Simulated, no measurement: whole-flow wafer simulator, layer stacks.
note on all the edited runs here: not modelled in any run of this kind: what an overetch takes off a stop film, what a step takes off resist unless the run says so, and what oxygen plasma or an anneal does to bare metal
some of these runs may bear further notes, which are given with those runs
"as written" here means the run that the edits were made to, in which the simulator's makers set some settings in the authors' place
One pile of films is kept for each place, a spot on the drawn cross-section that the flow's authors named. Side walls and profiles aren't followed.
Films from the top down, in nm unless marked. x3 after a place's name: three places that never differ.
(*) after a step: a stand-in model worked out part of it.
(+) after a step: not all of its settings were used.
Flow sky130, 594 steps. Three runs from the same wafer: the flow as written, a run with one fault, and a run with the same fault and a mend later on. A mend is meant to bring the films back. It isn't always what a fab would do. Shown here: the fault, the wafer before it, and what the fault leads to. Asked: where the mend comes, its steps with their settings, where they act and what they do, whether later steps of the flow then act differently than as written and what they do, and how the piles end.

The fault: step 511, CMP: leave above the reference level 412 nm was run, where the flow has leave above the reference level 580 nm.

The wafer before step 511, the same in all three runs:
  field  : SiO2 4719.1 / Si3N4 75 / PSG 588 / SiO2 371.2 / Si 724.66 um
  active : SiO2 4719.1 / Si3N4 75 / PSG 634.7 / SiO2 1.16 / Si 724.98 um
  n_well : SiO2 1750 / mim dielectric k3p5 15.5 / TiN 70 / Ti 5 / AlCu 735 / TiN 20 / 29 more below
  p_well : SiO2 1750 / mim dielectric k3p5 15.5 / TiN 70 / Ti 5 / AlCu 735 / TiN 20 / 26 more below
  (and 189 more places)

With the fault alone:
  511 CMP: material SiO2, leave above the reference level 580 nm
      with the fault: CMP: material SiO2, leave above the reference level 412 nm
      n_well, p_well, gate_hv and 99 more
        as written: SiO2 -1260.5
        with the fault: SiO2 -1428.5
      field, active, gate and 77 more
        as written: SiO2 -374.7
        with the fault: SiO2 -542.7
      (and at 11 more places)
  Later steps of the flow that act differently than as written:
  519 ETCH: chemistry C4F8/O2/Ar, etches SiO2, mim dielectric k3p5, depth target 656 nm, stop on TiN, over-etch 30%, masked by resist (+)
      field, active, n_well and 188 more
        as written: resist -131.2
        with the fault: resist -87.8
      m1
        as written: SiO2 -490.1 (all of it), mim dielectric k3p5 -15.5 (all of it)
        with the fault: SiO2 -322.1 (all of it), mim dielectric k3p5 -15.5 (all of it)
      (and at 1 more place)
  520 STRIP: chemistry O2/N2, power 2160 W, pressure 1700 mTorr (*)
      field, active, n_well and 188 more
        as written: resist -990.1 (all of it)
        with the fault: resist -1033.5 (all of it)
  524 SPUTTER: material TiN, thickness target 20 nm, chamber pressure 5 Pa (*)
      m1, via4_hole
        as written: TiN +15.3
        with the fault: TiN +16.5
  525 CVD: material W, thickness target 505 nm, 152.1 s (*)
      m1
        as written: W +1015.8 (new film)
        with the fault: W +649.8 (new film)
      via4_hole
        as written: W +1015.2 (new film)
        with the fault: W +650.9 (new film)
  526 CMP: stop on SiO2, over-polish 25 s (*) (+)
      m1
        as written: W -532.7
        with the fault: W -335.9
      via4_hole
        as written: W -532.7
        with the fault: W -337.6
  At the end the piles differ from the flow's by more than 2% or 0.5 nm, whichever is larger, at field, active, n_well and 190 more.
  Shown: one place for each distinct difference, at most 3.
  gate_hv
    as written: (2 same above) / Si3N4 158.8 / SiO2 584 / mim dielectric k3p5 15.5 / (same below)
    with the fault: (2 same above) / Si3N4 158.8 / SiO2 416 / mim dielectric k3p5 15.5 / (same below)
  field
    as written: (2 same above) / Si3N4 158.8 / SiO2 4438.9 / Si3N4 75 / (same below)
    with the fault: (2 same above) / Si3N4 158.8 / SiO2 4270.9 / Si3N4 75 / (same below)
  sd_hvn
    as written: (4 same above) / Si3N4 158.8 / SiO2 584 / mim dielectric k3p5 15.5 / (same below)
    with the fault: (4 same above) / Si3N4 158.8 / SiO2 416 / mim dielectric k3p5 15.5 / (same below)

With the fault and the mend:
  The mend comes after step 511.
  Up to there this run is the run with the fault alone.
  511a HDPCVD: thickness target 168 nm (*) (the flow's step 510 once more, with other settings)
      field, active, n_well and 190 more
        SiO2 +168
  No later step of the flow acts differently than as written at any place that is followed.
  At the end the piles are the same as the flow's at every place that both follow.
